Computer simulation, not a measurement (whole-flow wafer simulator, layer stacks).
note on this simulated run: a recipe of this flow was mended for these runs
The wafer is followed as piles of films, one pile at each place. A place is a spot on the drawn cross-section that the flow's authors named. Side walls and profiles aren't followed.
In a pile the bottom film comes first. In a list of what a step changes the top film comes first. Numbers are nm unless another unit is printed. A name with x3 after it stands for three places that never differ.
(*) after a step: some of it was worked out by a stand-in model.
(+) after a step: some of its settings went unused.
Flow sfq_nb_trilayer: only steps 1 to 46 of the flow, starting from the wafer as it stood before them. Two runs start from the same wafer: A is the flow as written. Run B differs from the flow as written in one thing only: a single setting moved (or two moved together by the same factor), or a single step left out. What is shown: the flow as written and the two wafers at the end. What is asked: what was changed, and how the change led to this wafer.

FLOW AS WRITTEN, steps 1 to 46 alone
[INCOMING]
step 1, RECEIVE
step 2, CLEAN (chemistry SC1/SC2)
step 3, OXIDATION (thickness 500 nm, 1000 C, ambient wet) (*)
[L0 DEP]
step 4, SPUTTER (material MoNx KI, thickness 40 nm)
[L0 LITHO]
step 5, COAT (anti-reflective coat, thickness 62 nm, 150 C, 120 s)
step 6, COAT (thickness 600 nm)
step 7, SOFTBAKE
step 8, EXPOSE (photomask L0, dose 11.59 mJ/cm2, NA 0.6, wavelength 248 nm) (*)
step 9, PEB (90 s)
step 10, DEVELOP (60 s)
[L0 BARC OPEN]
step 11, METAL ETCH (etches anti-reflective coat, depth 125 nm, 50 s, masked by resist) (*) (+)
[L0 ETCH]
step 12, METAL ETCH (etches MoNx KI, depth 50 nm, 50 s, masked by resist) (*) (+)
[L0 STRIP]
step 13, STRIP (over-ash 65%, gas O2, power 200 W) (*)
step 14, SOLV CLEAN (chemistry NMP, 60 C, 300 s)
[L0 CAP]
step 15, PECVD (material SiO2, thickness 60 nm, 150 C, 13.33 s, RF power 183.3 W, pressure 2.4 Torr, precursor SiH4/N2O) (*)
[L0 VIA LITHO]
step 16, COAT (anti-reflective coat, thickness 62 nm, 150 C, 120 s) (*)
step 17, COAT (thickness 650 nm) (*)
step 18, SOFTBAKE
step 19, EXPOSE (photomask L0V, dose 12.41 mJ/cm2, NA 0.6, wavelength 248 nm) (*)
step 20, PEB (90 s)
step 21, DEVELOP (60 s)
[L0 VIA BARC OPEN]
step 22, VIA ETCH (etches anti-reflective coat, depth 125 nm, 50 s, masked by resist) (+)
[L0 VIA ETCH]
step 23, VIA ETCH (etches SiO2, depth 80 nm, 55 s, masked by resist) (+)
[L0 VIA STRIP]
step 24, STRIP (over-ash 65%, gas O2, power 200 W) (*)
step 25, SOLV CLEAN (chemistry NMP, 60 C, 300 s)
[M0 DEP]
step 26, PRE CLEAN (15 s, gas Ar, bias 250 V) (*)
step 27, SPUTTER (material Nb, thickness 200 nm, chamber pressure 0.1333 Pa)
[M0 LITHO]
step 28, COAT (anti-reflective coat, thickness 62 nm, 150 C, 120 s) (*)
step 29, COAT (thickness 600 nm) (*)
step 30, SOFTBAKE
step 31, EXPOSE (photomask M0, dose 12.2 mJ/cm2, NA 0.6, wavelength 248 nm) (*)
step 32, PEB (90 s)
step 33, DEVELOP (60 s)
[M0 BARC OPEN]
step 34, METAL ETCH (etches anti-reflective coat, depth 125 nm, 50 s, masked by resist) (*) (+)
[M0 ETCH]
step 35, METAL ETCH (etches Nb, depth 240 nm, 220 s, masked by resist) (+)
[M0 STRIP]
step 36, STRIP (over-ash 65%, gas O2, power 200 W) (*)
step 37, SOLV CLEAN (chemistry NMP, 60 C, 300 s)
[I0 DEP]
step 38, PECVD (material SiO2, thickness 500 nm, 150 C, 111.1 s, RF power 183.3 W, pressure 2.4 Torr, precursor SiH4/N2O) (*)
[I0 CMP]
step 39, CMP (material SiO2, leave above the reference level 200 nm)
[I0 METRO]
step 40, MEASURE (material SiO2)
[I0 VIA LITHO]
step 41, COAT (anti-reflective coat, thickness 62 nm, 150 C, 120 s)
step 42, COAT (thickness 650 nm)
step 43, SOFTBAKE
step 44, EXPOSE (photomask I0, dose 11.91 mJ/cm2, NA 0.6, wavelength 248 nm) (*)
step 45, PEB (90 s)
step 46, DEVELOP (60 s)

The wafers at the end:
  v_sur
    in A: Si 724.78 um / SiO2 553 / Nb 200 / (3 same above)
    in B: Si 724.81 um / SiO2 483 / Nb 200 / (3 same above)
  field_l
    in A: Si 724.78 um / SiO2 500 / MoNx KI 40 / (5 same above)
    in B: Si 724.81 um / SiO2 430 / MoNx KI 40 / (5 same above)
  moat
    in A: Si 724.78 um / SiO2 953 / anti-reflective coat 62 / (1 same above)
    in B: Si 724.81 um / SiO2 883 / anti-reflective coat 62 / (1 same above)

What caused this: step 3, OXIDATION: thickness 430 nm was run, though the flow has thickness 500 nm.
One can read it off the wafer: field_l has SiO2 430, and step 3 as written asks for 500 nm.

The path from the change to this, step by step:
  step 3, OXIDATION (thickness 500 nm, 1000 C, ambient wet) (*)
      field_l, v_sur, via_wl and 103 more: A +500 SiO2 (new film), -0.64 chemical SiO2 (all of it), -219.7 Si | B +430 SiO2 (new film), -0.64 chemical SiO2 (all of it), -188.9 Si
